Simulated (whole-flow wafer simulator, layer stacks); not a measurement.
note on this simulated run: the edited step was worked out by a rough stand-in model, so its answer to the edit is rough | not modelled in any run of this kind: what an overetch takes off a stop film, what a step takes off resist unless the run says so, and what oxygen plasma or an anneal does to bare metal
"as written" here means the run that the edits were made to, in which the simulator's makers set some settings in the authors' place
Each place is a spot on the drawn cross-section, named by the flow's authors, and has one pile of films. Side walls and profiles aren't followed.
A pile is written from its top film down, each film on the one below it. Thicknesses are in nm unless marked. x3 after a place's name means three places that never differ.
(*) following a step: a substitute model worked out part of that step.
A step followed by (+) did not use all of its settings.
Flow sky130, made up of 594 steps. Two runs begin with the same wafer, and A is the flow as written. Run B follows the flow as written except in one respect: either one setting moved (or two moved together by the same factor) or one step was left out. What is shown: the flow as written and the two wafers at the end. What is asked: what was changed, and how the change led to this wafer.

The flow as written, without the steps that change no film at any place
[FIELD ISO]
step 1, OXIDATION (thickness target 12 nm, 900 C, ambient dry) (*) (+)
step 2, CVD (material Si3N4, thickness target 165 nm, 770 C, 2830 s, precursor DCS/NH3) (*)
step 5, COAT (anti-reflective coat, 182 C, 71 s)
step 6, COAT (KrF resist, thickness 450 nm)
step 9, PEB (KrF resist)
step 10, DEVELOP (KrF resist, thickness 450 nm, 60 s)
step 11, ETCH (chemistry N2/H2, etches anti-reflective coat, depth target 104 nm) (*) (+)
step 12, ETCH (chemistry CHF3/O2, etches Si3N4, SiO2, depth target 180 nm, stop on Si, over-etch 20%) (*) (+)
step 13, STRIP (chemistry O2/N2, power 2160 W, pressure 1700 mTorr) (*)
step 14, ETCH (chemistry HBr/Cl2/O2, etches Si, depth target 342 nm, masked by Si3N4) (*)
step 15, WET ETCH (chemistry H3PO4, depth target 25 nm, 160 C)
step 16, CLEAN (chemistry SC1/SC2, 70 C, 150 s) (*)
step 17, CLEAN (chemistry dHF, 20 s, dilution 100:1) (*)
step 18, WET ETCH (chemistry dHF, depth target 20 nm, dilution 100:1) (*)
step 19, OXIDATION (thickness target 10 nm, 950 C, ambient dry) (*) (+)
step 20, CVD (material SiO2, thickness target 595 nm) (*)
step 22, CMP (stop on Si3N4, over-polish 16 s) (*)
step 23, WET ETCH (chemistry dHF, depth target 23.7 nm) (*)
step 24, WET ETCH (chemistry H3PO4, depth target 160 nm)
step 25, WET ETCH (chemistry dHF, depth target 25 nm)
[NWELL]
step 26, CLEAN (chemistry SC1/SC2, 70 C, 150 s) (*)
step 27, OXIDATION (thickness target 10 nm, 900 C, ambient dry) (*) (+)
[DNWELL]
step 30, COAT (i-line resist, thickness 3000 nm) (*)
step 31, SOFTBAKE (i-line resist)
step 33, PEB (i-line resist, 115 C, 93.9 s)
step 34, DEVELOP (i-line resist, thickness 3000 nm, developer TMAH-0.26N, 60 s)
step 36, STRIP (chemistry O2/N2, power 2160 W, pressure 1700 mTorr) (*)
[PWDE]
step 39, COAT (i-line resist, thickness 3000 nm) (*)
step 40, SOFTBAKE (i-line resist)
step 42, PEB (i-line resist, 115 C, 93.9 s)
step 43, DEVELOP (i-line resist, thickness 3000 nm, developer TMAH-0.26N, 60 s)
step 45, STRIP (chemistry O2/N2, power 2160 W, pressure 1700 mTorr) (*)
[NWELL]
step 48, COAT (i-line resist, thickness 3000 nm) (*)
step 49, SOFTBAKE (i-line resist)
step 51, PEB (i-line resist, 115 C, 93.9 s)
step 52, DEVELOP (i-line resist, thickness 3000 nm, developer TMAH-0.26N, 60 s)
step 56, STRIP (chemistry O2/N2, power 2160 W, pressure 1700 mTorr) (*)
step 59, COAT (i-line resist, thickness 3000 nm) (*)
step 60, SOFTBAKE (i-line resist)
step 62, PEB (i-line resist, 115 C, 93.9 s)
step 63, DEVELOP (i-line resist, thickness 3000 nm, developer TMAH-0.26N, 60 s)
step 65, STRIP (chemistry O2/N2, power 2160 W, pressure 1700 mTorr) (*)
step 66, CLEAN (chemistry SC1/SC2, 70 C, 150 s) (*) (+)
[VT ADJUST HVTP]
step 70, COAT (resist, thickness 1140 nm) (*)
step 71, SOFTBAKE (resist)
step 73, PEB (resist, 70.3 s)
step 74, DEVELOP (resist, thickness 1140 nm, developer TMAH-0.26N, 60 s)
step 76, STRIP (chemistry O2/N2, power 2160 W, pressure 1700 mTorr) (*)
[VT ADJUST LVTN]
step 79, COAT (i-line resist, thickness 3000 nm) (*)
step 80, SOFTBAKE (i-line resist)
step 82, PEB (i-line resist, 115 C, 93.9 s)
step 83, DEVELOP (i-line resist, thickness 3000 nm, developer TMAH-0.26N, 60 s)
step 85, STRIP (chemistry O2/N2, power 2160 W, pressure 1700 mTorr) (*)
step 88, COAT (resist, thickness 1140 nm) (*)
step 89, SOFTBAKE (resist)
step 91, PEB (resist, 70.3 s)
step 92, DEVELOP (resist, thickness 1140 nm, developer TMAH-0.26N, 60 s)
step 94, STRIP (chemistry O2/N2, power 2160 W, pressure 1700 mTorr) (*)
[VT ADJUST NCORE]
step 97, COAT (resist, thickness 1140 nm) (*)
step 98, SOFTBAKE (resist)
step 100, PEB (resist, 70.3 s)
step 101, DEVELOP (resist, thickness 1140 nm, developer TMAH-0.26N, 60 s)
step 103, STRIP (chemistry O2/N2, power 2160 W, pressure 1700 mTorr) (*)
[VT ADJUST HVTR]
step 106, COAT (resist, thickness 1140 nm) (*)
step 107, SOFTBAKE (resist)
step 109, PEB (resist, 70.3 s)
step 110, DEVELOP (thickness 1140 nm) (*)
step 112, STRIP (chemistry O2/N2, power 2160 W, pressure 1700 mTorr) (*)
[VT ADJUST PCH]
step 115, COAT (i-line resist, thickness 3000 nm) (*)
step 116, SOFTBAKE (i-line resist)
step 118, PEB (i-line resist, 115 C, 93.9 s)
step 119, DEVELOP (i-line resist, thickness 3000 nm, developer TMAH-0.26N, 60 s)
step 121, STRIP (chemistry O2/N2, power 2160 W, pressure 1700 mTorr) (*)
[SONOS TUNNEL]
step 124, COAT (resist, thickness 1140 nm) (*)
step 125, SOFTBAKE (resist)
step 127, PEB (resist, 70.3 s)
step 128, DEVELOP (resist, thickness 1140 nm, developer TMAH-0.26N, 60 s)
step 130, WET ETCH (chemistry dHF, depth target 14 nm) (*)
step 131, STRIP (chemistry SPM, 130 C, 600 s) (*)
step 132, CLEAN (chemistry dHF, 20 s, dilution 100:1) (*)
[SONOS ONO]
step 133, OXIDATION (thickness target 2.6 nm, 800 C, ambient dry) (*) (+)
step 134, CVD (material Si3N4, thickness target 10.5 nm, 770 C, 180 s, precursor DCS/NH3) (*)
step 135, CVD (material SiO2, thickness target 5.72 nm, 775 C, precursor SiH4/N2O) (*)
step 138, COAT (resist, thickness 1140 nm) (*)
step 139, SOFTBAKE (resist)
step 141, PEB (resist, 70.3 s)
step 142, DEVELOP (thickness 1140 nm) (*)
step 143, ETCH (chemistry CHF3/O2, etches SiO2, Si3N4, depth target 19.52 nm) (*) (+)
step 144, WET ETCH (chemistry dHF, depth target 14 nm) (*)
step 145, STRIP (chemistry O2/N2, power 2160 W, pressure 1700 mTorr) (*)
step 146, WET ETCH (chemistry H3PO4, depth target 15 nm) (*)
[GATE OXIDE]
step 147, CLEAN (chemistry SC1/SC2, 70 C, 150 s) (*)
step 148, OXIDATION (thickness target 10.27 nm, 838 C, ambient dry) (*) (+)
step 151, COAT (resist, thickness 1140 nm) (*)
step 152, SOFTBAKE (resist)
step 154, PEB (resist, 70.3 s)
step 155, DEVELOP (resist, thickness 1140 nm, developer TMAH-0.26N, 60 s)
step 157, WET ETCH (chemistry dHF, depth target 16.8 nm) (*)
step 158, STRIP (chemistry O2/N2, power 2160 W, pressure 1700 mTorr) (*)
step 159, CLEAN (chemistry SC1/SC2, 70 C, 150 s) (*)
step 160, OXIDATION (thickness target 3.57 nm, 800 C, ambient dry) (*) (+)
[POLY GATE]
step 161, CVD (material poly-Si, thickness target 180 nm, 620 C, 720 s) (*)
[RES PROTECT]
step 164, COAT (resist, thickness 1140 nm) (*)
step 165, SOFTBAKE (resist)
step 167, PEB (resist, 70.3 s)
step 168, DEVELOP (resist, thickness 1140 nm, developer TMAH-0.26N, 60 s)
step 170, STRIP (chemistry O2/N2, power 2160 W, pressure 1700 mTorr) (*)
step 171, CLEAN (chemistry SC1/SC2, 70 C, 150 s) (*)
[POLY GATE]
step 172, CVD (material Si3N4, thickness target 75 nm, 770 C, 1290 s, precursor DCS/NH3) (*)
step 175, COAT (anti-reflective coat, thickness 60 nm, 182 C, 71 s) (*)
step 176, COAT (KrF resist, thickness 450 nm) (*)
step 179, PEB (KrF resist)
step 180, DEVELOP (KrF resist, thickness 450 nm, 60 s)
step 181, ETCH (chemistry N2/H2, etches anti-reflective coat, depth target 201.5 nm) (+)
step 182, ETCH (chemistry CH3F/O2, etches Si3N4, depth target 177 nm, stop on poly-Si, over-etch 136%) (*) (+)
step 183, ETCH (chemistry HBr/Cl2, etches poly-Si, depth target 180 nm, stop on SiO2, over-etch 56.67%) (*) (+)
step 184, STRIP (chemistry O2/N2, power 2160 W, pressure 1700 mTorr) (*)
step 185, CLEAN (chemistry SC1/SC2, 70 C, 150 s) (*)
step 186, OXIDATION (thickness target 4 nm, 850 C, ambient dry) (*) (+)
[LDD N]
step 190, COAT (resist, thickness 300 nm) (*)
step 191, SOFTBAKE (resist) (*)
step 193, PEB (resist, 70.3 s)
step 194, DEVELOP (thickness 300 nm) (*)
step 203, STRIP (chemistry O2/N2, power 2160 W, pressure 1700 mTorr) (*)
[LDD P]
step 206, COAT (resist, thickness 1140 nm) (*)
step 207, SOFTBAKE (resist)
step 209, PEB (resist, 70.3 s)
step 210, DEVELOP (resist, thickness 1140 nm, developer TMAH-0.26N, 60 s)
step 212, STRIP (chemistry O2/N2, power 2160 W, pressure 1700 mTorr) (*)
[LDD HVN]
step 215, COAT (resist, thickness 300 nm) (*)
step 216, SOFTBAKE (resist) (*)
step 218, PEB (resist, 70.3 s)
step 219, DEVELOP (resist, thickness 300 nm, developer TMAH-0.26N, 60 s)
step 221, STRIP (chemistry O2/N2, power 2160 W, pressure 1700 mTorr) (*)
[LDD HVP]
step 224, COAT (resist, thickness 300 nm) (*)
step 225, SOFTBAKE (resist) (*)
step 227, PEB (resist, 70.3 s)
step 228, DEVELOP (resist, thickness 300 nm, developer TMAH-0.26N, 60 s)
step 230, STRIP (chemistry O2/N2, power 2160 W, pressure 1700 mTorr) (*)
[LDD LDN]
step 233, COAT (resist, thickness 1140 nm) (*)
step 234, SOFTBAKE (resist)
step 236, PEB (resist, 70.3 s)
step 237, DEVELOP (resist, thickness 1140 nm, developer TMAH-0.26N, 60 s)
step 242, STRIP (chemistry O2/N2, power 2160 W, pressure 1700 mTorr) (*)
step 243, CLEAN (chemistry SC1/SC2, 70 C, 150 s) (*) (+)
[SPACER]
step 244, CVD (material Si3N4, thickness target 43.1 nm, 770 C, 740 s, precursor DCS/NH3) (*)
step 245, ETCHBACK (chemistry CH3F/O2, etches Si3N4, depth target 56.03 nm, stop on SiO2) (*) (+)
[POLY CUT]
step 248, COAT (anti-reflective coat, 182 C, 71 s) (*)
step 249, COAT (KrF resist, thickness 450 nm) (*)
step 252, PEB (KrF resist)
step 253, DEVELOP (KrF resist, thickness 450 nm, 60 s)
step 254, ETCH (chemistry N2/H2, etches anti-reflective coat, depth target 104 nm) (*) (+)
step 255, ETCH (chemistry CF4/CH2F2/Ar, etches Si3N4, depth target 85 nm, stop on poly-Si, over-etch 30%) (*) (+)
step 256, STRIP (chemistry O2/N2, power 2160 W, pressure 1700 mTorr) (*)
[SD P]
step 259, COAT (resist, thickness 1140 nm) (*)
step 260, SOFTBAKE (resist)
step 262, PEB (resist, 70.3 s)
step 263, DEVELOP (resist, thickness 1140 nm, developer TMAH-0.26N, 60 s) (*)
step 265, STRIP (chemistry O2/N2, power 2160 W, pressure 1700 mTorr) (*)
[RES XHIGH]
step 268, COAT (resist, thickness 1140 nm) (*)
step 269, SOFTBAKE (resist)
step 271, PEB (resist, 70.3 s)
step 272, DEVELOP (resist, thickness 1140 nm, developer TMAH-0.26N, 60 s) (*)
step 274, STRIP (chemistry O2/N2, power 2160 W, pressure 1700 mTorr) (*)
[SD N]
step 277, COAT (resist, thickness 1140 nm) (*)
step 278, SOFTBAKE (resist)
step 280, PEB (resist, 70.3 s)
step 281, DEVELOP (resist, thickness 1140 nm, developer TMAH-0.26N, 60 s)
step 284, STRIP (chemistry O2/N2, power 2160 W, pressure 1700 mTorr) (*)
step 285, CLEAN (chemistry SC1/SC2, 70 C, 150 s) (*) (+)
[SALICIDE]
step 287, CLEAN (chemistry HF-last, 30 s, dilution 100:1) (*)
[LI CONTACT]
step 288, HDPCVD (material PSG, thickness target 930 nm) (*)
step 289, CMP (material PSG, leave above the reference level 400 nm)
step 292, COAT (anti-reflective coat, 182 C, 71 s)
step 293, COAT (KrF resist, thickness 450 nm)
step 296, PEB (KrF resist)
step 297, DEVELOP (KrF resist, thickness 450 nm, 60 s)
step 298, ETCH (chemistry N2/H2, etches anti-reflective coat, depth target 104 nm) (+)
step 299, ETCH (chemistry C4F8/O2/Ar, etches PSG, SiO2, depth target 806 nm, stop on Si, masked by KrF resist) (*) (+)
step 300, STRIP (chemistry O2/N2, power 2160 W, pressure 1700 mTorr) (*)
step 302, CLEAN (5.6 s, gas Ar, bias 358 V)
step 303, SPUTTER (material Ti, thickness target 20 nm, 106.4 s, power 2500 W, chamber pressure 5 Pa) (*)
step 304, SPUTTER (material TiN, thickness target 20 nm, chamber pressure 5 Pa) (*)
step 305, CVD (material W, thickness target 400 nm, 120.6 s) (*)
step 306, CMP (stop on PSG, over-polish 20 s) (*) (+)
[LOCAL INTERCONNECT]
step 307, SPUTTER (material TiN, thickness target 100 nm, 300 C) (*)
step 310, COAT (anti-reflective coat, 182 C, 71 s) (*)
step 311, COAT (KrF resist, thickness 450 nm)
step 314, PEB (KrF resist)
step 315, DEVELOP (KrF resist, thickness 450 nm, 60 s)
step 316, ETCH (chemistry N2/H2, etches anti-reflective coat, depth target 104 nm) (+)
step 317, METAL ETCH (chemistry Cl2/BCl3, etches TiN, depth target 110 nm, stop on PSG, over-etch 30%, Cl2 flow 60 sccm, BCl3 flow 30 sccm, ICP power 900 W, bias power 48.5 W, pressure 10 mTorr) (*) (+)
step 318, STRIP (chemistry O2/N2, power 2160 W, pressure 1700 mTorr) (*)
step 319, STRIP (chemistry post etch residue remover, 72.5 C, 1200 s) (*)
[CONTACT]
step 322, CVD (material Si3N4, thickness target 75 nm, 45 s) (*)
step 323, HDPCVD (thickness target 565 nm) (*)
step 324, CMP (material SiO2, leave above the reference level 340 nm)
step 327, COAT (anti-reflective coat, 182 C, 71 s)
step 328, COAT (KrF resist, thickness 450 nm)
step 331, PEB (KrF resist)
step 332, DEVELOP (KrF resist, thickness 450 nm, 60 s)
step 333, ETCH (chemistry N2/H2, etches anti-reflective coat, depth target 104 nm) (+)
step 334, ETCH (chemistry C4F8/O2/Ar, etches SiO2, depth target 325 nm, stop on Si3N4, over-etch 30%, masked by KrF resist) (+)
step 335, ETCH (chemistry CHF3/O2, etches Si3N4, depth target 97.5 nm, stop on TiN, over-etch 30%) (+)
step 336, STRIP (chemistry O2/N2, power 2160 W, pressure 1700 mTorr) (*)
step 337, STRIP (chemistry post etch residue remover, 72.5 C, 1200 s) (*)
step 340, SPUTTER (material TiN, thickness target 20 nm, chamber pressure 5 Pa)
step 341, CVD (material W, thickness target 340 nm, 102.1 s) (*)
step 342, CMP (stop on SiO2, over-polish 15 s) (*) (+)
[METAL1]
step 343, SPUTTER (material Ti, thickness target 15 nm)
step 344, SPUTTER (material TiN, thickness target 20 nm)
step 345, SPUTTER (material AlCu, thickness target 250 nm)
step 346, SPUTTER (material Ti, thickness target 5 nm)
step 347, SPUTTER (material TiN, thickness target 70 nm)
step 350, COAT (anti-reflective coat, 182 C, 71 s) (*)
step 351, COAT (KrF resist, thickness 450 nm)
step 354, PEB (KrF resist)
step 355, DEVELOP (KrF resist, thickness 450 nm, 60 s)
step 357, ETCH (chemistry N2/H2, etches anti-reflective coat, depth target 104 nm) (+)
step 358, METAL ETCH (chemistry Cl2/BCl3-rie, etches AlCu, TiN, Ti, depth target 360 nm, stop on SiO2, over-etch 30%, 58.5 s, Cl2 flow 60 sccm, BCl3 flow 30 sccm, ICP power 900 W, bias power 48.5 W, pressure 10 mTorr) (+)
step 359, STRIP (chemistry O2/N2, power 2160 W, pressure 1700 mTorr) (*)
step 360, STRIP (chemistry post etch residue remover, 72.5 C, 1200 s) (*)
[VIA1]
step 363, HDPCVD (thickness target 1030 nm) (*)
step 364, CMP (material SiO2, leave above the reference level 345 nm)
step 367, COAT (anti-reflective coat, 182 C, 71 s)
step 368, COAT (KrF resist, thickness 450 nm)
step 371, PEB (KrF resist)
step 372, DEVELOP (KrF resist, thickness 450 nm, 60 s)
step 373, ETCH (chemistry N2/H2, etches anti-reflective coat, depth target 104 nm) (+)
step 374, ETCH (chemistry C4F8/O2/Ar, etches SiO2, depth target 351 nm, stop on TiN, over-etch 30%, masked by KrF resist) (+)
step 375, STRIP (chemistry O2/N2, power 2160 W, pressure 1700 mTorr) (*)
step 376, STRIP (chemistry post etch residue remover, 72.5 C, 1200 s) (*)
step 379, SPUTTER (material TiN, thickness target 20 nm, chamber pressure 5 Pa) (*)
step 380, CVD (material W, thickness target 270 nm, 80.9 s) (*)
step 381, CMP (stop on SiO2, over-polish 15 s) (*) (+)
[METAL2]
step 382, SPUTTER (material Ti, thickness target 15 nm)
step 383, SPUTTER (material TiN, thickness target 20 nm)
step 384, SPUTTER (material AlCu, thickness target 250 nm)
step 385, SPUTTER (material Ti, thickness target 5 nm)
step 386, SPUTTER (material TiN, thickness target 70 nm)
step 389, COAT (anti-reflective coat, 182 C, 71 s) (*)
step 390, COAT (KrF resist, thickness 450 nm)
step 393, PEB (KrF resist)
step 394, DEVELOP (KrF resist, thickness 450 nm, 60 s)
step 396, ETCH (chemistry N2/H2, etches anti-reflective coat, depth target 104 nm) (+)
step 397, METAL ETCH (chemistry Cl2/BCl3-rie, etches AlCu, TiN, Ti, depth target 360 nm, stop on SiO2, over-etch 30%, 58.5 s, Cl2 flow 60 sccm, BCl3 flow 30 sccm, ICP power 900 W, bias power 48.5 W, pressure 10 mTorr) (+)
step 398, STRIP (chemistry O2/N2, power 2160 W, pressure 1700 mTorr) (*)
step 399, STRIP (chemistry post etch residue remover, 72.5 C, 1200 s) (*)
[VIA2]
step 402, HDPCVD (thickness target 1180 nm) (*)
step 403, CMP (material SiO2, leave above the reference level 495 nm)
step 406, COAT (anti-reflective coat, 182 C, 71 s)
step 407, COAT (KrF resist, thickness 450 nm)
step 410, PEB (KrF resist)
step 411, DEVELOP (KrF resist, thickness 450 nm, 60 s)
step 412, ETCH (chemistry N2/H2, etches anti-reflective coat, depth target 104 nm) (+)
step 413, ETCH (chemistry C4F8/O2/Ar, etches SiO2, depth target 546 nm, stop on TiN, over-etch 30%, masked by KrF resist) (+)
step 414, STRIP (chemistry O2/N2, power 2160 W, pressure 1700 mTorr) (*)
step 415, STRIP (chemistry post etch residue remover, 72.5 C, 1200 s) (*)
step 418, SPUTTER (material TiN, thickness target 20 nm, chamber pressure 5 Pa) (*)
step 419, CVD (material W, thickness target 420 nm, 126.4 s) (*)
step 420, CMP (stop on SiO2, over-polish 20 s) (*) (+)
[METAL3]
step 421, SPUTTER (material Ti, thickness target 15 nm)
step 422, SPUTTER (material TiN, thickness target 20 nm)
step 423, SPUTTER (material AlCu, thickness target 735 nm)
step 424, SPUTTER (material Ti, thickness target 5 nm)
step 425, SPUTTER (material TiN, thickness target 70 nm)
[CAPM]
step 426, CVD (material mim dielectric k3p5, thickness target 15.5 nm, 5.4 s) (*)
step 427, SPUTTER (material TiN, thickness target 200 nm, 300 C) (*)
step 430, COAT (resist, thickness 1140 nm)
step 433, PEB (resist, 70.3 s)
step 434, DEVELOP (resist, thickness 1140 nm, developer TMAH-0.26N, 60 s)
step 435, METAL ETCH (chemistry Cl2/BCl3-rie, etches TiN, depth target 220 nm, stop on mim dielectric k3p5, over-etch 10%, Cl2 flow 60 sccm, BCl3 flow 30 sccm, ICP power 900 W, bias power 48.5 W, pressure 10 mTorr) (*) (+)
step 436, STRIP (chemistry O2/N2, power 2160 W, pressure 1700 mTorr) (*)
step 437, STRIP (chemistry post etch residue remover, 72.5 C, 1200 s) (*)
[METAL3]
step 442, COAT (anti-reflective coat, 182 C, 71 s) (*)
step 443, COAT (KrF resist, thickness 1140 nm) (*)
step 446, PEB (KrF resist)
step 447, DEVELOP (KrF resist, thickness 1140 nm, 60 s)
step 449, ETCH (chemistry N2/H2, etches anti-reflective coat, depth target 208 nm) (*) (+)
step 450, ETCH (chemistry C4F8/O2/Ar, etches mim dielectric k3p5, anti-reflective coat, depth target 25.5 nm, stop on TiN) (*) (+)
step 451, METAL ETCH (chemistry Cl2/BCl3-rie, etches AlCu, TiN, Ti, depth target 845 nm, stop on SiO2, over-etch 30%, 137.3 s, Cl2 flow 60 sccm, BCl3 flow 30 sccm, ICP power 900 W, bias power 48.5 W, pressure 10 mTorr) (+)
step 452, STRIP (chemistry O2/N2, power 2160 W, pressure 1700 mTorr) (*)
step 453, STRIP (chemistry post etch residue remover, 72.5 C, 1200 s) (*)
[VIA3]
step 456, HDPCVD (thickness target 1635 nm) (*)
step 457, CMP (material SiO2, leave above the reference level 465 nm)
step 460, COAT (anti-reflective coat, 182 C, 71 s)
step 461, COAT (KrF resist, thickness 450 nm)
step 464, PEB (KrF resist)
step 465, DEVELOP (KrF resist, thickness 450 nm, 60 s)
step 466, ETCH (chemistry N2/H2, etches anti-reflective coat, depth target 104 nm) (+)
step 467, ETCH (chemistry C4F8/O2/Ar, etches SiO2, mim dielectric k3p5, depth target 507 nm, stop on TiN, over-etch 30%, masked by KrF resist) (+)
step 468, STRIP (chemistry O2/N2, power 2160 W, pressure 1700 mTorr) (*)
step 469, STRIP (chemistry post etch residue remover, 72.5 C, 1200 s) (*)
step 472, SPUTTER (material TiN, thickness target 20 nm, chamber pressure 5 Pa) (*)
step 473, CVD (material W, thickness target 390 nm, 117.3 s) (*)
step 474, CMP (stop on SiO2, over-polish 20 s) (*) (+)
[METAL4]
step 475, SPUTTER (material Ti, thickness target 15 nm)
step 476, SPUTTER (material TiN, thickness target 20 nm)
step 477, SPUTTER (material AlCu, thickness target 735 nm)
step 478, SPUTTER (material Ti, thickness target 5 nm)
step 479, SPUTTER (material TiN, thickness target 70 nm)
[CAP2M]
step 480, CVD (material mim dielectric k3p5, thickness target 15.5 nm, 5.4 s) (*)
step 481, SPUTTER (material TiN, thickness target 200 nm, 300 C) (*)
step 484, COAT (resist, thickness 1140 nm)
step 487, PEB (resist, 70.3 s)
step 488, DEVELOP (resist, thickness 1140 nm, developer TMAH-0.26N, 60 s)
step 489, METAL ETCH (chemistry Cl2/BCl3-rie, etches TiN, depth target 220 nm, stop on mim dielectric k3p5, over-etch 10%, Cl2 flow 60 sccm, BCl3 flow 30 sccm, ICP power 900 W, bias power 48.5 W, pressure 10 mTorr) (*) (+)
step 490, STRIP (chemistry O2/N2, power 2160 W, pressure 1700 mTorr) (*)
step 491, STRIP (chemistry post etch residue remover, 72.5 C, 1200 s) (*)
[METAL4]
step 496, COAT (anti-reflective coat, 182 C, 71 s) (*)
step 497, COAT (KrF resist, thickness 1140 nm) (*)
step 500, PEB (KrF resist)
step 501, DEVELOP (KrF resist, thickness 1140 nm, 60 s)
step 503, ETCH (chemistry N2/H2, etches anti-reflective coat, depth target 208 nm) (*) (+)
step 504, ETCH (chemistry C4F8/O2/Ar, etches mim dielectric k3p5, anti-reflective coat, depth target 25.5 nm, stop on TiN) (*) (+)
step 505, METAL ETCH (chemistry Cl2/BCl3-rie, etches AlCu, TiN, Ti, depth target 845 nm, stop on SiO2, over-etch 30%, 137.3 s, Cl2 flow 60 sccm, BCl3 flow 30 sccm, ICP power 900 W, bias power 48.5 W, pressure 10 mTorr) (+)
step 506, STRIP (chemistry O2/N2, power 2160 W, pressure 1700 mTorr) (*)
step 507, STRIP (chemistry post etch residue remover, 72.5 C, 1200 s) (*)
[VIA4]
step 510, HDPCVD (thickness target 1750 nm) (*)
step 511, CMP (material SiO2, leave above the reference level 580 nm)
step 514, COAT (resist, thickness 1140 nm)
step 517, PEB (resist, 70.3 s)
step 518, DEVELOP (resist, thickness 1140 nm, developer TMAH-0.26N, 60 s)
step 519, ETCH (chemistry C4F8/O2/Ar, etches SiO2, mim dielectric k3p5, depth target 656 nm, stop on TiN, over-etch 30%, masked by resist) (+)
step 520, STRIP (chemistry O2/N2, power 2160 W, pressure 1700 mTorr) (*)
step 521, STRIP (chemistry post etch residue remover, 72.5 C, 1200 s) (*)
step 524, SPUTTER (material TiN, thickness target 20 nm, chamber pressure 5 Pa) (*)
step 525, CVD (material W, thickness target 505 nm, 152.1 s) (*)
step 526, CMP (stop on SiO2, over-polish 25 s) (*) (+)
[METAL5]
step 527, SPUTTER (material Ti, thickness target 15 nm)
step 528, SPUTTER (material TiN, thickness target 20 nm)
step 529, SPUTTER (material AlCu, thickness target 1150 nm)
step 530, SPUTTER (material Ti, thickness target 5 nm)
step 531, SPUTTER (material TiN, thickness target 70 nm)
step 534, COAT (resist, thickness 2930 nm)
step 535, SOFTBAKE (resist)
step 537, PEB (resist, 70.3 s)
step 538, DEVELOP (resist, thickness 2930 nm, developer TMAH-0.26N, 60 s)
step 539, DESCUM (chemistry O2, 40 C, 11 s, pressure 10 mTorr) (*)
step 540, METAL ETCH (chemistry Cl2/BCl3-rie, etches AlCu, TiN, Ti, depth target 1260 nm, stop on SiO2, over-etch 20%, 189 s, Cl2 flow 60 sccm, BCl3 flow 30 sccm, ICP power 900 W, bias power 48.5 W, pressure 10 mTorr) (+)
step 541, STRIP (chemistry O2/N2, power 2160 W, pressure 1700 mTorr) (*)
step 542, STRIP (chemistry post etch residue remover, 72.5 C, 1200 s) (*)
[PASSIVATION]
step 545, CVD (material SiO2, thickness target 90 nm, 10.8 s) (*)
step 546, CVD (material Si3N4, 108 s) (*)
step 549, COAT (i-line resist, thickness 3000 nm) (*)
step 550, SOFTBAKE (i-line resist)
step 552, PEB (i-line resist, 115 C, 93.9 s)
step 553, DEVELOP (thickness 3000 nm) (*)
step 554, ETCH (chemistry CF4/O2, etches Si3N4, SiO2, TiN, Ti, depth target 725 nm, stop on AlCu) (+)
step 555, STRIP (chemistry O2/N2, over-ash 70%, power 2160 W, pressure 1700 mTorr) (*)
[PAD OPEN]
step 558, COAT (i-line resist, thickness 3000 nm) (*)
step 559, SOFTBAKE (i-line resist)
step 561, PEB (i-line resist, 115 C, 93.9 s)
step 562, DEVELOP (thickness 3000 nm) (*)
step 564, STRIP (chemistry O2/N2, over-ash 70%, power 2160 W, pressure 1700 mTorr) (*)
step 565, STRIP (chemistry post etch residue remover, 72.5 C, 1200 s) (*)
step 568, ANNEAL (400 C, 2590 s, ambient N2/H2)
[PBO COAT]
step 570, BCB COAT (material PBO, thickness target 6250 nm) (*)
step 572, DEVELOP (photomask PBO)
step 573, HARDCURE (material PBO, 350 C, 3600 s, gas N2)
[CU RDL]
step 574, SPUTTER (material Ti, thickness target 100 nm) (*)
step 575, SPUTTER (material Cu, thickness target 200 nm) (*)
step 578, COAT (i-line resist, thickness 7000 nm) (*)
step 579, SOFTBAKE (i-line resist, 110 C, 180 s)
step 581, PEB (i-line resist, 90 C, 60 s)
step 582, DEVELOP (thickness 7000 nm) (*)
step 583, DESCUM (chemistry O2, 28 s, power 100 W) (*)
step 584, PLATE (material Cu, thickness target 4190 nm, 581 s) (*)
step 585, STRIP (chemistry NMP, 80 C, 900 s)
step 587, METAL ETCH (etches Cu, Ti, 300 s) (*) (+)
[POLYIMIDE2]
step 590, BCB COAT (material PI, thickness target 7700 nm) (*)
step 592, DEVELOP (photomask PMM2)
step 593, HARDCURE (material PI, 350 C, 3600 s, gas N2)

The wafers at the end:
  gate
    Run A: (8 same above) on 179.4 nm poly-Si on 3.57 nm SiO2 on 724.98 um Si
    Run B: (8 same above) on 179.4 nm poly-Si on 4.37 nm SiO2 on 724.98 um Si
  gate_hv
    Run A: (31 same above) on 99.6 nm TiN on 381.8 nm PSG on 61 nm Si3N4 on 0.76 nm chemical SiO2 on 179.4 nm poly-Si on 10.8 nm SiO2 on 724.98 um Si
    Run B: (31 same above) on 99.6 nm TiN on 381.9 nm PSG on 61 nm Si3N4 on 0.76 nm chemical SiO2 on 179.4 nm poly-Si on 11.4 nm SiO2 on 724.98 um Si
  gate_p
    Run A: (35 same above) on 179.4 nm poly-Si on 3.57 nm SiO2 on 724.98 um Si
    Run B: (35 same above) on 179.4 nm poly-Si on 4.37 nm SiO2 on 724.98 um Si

Cause: step 160, OXIDATION: thickness target 4.37 nm was run, whereas the flow has thickness target 3.57 nm.
One can read it off the wafer: gate has SiO2 4.37, and step 160 as written asks for 3.57 nm.

The path from the change to this, step by step:
  step 160, OXIDATION (thickness target 3.57 nm, 800 C, ambient dry) (*) (+)
      active, n_well, p_well and 58 more: A +3.57 SiO2 (new film), -0.76 chemical SiO2 (all of it), -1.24 Si | B +4.37 SiO2 (new film), -0.76 chemical SiO2 (all of it), -1.59 Si
      gate_hv, m1, pad and 37 more: A +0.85 SiO2, -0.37 Si | B +1.49 SiO2, -0.65 Si
  step 299, ETCH (chemistry C4F8/O2/Ar, etches PSG, SiO2, depth target 806 nm, stop on Si, masked by KrF resist) (*) (+)
      contact, ndiff_licon, ndiff_licon_cpp: A -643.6 PSG (all of it), -1.16 SiO2 (all of it) | B -643.6 PSG (all of it), -1.81 SiO2 (all of it)
